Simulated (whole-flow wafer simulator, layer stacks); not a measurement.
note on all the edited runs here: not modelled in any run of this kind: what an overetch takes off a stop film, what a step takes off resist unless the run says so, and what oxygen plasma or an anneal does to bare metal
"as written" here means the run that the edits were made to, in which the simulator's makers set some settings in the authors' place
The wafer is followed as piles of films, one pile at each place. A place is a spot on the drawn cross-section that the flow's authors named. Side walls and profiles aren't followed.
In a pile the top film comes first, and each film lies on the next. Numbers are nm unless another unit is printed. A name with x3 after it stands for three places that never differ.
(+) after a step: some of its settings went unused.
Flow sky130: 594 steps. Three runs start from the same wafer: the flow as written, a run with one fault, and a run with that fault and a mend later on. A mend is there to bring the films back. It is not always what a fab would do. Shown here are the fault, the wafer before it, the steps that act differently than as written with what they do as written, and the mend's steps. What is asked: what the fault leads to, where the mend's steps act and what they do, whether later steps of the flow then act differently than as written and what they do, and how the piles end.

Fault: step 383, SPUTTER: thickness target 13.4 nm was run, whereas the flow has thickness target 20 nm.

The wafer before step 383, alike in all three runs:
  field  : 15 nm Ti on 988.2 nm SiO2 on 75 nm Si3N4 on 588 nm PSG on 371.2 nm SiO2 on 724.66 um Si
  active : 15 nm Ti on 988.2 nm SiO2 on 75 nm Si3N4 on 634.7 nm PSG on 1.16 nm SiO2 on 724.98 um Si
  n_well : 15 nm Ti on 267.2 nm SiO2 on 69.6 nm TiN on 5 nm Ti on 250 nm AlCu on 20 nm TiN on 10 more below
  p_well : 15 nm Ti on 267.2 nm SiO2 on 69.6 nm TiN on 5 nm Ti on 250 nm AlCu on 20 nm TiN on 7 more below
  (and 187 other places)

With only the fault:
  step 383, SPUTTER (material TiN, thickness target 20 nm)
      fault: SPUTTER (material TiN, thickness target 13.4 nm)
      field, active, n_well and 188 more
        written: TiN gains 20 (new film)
        fault: TiN gains 13.4 (new film)
  Steps further on in the flow that do not act as written (13 other steps are not shown; they differ only slightly, by no more than 2% or 0.5 nm, whichever is larger):
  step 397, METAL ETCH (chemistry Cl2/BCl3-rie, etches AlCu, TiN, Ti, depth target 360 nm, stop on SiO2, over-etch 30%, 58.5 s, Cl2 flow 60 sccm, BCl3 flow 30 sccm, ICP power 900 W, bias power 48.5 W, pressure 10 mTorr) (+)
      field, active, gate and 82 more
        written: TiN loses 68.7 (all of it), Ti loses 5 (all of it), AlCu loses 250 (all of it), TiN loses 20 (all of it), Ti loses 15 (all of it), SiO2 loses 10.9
        fault: TiN loses 68.7 (all of it), Ti loses 5 (all of it), AlCu loses 250 (all of it), TiN loses 13.4 (all of it), Ti loses 15 (all of it), SiO2 loses 11.6
  By the end, the piles at n_well, p_well, gate_hv and 103 more depart from the flow's by more than 2% or 0.5 nm, whichever is larger.
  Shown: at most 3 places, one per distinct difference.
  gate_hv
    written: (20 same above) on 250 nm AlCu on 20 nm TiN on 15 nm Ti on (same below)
    fault: (20 same above) on 250 nm AlCu on 13.4 nm TiN on 15 nm Ti on (same below)
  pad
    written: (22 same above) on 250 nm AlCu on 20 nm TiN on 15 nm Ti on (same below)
    fault: (22 same above) on 250 nm AlCu on 13.4 nm TiN on 15 nm Ti on (same below)
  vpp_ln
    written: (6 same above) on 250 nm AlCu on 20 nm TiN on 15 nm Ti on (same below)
    fault: (6 same above) on 250 nm AlCu on 13.4 nm TiN on 15 nm Ti on (same below)

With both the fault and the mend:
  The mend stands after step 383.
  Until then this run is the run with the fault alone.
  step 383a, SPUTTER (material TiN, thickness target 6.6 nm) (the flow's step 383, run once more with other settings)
      field, active, n_well and 188 more
        TiN gains 6.6
  Every later step of the flow that is run acts as written at every place that is followed.
  At every place that both follow, the piles at the end match the flow's.
